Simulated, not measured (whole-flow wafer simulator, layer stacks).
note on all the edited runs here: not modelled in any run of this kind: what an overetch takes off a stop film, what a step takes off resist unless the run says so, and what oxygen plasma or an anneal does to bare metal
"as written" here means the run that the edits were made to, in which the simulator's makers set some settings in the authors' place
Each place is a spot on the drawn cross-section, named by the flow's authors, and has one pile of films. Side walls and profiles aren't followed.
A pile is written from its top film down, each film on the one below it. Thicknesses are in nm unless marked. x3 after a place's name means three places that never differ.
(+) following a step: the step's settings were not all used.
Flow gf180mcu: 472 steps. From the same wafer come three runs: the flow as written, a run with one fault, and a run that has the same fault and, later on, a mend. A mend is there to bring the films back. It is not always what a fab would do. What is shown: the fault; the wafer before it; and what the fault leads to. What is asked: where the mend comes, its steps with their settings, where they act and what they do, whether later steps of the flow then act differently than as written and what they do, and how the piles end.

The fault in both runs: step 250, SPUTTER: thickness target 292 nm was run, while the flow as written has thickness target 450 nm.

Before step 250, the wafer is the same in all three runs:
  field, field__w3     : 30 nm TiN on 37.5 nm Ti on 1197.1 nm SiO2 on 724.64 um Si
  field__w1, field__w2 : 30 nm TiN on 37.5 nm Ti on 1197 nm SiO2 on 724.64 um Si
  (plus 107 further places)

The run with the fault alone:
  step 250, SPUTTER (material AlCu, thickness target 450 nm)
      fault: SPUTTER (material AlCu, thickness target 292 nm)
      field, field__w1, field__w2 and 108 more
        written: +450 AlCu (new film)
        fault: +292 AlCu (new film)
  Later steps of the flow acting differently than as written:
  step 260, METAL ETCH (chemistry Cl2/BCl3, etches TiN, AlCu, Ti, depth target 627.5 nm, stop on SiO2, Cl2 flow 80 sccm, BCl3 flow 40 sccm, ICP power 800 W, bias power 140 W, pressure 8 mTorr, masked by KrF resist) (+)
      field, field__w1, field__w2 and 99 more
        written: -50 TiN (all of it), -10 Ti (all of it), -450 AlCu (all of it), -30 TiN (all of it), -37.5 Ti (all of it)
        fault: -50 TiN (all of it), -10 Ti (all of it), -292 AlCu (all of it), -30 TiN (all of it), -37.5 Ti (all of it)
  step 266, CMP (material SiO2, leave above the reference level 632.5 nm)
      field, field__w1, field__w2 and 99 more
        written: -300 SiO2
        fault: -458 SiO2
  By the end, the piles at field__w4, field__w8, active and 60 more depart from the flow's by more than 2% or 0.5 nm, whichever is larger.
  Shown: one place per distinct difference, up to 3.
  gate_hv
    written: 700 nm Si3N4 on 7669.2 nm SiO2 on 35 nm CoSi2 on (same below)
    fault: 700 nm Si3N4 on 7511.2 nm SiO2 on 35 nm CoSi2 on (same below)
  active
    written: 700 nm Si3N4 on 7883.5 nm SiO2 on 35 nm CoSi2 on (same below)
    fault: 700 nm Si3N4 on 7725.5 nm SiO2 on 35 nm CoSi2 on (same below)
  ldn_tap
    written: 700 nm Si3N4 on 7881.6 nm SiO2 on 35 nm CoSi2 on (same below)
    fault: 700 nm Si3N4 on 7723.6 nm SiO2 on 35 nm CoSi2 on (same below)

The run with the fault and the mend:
  The mend stands after step 250.
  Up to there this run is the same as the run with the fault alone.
  step 250a, SPUTTER (material AlCu, thickness target 158 nm) (the flow's step 250, run once more with other settings)
      field, field__w1, field__w2 and 108 more
        +158 AlCu
  None of the later steps of the flow acts differently than as written at any place that is followed.
  At every place that both follow, the piles at the end match the flow's.
